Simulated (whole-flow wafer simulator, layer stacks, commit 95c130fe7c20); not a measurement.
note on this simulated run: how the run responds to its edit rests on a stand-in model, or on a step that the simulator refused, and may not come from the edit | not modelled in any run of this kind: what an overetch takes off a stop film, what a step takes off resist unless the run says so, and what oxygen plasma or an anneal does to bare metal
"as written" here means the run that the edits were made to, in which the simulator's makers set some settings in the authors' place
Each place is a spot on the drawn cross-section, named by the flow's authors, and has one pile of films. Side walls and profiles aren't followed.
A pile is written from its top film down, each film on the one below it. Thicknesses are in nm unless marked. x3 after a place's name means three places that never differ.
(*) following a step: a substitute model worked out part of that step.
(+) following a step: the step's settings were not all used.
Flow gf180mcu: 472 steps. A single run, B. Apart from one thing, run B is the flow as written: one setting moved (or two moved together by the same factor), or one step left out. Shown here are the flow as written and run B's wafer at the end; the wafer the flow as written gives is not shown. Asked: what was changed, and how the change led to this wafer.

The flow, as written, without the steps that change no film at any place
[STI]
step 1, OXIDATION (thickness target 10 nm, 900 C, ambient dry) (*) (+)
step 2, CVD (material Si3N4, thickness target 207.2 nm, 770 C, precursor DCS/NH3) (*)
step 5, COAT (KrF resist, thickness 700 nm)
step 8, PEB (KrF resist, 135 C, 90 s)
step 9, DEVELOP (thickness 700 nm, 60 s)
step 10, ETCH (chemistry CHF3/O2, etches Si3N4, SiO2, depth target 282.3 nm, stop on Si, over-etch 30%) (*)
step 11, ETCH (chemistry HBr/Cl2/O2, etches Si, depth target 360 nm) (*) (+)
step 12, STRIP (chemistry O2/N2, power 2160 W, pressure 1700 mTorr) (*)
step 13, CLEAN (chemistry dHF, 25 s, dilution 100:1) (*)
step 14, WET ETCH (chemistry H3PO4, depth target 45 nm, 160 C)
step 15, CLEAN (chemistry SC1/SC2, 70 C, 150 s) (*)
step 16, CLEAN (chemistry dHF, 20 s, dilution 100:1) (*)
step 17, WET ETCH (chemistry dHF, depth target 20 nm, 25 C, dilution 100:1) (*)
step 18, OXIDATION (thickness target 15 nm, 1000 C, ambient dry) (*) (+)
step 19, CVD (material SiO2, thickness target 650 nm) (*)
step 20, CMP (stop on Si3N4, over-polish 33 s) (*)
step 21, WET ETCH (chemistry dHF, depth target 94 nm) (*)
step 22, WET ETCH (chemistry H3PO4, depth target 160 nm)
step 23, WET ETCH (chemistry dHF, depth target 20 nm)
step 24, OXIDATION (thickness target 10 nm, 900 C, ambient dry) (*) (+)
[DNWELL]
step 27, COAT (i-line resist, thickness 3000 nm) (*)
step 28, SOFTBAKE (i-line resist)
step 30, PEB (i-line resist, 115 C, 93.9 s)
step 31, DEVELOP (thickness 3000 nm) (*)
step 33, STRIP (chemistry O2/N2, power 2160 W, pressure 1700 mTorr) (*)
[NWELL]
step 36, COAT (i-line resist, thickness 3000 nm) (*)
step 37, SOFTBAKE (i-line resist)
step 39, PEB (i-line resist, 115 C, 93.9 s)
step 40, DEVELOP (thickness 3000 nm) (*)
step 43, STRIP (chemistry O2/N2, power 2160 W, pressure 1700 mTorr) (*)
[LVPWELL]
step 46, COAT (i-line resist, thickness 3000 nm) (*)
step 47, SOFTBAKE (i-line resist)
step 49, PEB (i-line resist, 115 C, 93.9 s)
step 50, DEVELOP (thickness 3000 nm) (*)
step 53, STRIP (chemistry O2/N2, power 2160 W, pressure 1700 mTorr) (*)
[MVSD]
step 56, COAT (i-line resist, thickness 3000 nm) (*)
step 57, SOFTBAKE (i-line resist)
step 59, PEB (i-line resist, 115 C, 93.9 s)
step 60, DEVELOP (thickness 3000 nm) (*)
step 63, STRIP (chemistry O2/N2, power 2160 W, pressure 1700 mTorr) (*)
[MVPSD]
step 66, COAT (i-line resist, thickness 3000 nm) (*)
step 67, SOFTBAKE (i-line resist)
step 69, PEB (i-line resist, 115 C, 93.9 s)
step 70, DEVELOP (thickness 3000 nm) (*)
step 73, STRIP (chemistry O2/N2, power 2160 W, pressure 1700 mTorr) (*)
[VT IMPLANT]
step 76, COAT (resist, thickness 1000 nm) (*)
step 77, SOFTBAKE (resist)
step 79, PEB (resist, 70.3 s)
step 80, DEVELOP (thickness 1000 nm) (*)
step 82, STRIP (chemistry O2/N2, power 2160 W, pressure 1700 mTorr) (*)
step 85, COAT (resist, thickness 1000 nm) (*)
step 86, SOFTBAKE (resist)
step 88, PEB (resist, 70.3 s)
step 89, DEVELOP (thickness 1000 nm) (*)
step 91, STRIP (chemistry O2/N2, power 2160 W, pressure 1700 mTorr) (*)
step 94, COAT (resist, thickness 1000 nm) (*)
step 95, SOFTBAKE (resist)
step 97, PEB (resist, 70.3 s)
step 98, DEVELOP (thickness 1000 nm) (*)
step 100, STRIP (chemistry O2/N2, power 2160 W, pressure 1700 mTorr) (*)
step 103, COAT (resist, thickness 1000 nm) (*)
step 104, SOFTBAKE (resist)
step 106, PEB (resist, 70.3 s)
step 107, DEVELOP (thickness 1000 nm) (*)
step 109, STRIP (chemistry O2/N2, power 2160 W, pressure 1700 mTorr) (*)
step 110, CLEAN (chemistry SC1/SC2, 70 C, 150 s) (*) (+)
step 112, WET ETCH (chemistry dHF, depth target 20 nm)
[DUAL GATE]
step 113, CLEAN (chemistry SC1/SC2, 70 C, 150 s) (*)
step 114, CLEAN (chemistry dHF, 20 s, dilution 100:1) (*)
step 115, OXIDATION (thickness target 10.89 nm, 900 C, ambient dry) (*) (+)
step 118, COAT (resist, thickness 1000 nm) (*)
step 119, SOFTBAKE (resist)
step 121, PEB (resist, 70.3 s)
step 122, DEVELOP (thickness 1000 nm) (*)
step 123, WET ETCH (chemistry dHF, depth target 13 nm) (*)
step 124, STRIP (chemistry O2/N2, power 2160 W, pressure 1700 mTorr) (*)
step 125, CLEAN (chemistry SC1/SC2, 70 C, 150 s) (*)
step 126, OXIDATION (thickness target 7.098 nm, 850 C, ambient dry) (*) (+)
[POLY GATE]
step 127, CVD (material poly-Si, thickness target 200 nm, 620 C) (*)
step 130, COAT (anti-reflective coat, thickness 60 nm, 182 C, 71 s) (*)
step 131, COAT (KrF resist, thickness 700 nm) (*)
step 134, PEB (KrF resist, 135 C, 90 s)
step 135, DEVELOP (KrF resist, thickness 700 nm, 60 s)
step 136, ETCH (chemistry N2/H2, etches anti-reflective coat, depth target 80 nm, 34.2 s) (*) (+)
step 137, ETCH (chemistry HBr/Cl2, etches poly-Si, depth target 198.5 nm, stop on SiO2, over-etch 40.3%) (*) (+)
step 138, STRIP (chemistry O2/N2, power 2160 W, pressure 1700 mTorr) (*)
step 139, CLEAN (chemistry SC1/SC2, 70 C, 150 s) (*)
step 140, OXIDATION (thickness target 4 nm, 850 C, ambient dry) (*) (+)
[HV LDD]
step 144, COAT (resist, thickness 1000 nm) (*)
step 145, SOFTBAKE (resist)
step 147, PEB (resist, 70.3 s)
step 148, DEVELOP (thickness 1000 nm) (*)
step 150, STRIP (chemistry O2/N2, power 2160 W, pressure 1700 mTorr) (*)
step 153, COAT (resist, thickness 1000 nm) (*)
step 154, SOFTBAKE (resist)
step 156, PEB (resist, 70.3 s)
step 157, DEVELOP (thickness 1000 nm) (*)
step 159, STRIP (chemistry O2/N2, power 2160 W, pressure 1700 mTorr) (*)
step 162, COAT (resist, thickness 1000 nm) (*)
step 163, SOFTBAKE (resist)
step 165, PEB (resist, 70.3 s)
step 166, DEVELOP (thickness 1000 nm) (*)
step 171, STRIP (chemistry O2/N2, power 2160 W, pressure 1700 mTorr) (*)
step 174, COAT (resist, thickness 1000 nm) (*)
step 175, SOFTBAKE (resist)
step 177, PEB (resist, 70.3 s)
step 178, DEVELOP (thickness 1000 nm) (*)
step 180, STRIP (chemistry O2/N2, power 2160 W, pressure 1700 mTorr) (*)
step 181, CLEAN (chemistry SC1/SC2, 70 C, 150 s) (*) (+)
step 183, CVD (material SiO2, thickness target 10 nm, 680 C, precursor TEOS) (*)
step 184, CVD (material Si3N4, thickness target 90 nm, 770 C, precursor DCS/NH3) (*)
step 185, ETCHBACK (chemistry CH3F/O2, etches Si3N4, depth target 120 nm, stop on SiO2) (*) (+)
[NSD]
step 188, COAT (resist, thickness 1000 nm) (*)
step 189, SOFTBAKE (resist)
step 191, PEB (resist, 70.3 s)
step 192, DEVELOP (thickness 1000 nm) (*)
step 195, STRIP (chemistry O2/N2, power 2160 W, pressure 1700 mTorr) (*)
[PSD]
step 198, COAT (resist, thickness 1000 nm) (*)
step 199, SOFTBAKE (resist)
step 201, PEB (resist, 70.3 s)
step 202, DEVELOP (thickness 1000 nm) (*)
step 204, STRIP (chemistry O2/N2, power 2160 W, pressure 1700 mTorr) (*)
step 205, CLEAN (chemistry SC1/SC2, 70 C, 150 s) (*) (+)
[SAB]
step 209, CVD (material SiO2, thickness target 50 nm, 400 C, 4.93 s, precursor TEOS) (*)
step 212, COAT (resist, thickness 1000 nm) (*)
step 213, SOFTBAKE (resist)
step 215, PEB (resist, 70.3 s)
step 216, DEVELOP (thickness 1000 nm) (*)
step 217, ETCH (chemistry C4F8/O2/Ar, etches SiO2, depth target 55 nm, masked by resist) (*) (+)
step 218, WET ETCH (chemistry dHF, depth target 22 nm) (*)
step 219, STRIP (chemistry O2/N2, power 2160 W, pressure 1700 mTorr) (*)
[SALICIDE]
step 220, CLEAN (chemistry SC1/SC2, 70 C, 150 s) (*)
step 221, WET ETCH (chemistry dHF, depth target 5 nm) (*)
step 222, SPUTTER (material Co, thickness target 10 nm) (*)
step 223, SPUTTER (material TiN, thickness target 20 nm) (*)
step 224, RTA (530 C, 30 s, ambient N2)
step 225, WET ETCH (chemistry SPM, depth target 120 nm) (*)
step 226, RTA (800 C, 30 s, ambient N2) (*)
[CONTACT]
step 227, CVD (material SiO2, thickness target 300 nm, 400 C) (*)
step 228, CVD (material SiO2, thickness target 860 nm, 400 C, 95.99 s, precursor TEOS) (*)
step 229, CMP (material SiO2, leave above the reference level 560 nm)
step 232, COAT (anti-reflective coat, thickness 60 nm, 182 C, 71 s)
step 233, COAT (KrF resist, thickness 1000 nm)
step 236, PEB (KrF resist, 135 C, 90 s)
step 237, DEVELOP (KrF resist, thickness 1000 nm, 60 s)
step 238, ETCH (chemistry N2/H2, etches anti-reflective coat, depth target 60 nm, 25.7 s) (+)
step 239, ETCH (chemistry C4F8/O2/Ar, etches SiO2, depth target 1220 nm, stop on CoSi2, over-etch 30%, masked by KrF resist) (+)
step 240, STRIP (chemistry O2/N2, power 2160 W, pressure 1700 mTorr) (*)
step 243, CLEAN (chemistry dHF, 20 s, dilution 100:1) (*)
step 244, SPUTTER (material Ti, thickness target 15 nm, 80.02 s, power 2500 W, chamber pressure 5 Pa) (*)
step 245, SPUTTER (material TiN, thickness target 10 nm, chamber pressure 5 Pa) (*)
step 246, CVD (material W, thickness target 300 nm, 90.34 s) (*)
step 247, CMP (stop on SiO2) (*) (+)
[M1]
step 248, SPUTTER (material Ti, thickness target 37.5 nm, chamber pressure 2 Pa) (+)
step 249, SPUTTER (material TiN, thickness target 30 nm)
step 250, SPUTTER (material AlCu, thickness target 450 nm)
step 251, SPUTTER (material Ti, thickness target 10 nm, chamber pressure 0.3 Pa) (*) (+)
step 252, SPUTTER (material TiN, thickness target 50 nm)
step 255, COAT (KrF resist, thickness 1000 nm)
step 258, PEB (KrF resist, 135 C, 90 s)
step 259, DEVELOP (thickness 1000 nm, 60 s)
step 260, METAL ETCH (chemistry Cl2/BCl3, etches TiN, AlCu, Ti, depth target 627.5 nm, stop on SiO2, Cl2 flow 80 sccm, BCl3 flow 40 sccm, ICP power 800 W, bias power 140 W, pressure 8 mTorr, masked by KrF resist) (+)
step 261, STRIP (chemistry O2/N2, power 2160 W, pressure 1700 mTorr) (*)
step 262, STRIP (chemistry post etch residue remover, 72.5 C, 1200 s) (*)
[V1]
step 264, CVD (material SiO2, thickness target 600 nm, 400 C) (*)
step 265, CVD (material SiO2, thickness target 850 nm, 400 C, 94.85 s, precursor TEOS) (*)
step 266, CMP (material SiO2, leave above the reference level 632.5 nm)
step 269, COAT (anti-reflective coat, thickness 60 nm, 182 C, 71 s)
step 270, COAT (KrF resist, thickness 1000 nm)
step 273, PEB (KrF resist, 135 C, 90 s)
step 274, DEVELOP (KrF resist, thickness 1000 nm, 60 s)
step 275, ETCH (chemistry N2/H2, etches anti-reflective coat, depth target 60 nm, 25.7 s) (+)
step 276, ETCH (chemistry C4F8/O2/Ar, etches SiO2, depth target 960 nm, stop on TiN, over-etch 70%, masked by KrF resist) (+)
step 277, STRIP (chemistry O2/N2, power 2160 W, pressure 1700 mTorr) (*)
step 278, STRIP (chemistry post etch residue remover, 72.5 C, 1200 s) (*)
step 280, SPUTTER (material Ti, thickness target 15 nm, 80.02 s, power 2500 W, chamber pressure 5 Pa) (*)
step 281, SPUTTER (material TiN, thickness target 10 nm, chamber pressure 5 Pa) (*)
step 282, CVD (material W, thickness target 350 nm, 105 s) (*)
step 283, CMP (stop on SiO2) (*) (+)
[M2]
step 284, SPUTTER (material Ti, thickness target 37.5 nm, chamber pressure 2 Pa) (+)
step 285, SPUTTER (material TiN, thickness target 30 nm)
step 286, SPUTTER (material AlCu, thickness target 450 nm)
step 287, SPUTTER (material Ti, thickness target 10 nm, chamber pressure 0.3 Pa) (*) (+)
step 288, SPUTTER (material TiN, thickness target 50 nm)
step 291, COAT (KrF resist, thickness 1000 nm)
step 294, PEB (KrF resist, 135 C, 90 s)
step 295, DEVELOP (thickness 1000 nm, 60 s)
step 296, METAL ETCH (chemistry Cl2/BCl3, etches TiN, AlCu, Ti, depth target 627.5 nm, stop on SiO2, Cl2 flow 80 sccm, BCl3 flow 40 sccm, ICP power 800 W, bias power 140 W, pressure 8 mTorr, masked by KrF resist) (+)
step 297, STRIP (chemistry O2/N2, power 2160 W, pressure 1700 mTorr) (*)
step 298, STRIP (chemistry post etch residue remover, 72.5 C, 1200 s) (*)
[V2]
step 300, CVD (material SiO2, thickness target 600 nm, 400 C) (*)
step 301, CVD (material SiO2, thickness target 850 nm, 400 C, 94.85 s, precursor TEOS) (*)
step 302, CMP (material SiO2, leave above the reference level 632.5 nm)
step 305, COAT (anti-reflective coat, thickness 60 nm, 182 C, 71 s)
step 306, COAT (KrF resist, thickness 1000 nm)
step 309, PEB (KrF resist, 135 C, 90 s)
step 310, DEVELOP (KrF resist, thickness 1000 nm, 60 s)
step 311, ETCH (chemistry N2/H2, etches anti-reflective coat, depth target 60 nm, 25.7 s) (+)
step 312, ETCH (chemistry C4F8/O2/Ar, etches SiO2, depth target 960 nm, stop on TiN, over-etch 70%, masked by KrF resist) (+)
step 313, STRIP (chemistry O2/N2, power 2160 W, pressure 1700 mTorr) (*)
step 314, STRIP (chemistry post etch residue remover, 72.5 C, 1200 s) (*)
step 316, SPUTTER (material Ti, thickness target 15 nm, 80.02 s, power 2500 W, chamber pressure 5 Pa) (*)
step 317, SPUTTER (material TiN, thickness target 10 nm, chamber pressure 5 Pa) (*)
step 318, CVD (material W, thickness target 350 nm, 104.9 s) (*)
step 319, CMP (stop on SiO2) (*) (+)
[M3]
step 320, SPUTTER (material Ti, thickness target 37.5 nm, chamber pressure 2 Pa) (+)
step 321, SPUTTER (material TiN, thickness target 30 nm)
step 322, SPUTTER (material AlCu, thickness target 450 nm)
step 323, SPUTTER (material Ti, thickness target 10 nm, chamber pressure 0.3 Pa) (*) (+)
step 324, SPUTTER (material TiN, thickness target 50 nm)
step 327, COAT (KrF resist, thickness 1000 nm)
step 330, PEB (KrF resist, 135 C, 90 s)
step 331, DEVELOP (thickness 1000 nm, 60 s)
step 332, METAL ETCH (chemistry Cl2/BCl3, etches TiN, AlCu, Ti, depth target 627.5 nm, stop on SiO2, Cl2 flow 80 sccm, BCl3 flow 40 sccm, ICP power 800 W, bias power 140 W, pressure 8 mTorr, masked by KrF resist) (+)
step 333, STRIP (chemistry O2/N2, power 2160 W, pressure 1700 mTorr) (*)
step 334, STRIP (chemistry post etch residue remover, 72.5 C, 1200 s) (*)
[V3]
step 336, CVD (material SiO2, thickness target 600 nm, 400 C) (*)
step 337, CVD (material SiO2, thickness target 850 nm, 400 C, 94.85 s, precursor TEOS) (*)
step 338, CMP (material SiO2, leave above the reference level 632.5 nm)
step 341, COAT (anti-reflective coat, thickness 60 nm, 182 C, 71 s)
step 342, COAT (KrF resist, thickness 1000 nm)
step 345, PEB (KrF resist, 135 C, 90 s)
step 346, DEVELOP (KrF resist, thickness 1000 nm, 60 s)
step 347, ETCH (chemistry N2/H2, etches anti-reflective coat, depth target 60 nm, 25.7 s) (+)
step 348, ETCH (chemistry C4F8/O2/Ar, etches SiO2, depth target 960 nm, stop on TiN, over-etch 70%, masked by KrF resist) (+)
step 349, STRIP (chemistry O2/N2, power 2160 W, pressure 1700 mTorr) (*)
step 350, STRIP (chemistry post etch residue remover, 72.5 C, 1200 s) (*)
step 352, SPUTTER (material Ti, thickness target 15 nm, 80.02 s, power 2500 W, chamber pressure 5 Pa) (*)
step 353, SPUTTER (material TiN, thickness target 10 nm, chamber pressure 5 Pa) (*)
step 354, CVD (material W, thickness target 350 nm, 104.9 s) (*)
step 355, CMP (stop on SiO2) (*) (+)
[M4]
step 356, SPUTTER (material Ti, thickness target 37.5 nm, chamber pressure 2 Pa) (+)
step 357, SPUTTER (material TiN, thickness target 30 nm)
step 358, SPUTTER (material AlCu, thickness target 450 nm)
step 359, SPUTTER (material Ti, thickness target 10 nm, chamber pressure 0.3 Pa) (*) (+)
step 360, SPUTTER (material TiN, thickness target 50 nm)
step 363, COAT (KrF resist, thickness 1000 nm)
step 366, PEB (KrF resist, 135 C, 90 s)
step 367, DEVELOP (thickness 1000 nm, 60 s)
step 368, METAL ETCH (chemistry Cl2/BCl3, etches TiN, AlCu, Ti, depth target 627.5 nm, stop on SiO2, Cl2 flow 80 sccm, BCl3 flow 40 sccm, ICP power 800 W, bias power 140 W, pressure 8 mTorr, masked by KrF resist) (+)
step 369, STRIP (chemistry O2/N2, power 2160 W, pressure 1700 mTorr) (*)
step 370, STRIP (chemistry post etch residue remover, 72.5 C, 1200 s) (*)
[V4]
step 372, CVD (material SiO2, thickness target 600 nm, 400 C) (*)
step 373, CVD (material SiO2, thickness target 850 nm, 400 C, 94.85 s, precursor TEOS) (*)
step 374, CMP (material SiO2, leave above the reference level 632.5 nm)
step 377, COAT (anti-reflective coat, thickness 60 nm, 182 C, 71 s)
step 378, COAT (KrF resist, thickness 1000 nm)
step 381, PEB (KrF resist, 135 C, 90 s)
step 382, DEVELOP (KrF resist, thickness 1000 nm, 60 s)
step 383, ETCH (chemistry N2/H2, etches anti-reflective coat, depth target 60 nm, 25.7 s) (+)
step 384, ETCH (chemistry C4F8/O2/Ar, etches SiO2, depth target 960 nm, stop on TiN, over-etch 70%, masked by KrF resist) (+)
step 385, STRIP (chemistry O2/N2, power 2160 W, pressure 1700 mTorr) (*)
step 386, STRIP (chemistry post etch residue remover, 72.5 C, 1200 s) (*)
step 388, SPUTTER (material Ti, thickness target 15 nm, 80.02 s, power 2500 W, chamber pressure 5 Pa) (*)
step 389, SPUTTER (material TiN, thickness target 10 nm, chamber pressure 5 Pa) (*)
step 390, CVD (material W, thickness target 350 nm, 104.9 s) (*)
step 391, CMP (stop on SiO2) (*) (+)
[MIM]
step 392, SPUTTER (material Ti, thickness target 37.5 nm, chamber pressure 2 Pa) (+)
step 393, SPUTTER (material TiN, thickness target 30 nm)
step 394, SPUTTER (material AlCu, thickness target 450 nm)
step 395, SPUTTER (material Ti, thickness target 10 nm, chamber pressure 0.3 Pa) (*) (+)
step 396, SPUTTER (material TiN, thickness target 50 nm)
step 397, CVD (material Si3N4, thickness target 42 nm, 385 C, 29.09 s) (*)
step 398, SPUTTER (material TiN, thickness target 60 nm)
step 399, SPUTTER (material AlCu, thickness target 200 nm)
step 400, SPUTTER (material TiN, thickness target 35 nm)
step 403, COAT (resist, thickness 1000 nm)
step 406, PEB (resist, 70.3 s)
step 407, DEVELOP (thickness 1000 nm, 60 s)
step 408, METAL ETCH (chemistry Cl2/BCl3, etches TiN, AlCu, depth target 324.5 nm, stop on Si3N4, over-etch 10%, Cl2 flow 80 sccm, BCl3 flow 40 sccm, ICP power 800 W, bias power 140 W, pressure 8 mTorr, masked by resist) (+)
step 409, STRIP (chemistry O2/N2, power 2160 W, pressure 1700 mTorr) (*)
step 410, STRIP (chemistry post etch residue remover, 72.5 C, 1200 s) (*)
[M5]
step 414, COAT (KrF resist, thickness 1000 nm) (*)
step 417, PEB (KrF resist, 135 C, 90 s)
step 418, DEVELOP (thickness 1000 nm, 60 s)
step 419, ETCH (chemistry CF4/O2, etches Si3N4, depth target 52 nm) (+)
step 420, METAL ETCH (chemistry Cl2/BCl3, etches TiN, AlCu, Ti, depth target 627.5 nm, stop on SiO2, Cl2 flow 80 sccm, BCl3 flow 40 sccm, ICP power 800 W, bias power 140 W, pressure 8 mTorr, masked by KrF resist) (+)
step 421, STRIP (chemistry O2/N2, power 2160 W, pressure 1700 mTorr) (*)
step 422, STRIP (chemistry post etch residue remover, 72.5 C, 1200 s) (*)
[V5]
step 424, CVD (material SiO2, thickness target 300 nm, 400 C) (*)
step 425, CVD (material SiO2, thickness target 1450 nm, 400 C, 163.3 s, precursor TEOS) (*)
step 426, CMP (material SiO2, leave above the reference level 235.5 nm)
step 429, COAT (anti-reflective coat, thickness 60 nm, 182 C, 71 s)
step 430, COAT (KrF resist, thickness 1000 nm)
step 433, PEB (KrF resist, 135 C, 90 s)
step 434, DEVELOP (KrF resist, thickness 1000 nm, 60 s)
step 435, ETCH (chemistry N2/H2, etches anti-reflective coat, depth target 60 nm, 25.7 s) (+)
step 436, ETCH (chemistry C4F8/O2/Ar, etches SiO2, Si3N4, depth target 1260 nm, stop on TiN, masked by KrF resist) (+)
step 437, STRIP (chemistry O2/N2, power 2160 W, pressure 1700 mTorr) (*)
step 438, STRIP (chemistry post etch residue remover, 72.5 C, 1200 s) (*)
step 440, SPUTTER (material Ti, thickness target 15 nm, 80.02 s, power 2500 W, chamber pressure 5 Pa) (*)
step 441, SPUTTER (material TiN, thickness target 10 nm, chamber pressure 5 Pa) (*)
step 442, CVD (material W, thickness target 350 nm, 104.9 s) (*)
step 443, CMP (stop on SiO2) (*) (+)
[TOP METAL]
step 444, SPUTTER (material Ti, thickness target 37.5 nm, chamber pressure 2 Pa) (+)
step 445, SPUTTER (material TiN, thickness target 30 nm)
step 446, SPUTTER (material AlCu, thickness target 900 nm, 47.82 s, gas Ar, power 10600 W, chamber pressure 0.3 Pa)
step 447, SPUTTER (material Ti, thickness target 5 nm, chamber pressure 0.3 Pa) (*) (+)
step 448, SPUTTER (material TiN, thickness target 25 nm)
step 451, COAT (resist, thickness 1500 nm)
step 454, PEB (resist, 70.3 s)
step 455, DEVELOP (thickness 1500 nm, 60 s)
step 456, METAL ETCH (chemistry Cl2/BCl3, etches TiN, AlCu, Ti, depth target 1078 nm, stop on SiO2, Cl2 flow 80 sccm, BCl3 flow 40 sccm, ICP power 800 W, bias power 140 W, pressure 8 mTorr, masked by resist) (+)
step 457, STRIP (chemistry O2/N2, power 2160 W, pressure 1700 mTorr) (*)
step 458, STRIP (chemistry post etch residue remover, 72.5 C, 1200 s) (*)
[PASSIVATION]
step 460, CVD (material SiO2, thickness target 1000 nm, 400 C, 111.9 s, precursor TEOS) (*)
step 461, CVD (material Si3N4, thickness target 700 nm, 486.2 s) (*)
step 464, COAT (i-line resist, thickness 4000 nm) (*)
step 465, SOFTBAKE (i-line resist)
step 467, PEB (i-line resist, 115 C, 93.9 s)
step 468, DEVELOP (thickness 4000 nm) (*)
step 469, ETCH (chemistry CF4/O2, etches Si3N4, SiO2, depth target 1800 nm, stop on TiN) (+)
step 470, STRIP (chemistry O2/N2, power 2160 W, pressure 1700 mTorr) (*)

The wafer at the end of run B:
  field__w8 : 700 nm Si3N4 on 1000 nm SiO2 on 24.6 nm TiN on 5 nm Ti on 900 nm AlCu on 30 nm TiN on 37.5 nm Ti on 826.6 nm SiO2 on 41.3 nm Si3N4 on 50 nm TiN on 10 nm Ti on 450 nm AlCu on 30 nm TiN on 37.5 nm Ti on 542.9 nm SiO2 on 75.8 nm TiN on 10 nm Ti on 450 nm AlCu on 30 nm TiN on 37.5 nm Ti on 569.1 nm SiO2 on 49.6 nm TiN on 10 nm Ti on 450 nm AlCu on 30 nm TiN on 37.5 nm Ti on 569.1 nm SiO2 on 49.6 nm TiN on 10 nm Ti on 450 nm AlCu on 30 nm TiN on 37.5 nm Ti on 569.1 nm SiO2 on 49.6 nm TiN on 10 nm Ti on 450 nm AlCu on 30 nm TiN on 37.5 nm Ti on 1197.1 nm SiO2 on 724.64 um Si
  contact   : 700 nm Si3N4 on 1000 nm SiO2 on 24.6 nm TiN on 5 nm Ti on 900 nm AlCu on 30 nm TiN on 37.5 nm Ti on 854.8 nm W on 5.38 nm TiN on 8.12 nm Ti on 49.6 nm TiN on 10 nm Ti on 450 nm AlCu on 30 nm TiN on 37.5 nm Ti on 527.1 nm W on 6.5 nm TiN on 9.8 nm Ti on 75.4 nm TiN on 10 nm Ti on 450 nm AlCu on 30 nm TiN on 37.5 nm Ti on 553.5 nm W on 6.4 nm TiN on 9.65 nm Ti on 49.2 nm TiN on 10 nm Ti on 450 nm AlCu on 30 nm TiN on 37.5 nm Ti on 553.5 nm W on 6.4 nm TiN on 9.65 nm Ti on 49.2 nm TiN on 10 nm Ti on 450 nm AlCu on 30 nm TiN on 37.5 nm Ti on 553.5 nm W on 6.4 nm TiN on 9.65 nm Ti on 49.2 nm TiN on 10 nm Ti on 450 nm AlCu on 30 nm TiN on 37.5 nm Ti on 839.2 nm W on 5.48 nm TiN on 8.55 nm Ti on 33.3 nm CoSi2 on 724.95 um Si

The reason: step 360, SPUTTER: thickness target 76.2 nm was run, while the flow as written has thickness target 50 nm.

The path from the change to this, step by step:
  step 360, SPUTTER (material TiN, thickness target 50 nm)
      field, field__w1, field__w2 and 108 more: +76.2 TiN (new film) (in the flow as written it would be: +50 TiN (new film))
  step 368, METAL ETCH (chemistry Cl2/BCl3, etches TiN, AlCu, Ti, depth target 627.5 nm, stop on SiO2, Cl2 flow 80 sccm, BCl3 flow 40 sccm, ICP power 800 W, bias power 140 W, pressure 8 mTorr, masked by KrF resist) (+)
      field, field__w1, field__w2 and 103 more: -76.2 TiN (all of it), -10 Ti (all of it), -450 AlCu (all of it), -30 TiN (all of it), -37.5 Ti (all of it) (in the flow as written it would be: -50 TiN (all of it), -10 Ti (all of it), -450 AlCu (all of it), -30 TiN (all of it), -37.5 Ti (all of it))
  step 374, CMP (material SiO2, leave above the reference level 632.5 nm)
      field__w8, contact, m1, m1__w1, m1_nw: -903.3 SiO2 (in the flow as written it would be: -877.1 SiO2)
  step 384, ETCH (chemistry C4F8/O2/Ar, etches SiO2, depth target 960 nm, stop on TiN, over-etch 70%, masked by KrF resist) (+)
      field, field__w1, field__w2 and 107 more: -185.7 KrF resist (in the flow as written it would be: -192 KrF resist)
      contact: -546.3 SiO2 (all of it) (in the flow as written it would be: -572.5 SiO2 (all of it))
  step 390, CVD (material W, thickness target 350 nm, 104.9 s) (*)
      contact: +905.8 W (new film) (in the flow as written it would be: +932.3 W (new film))
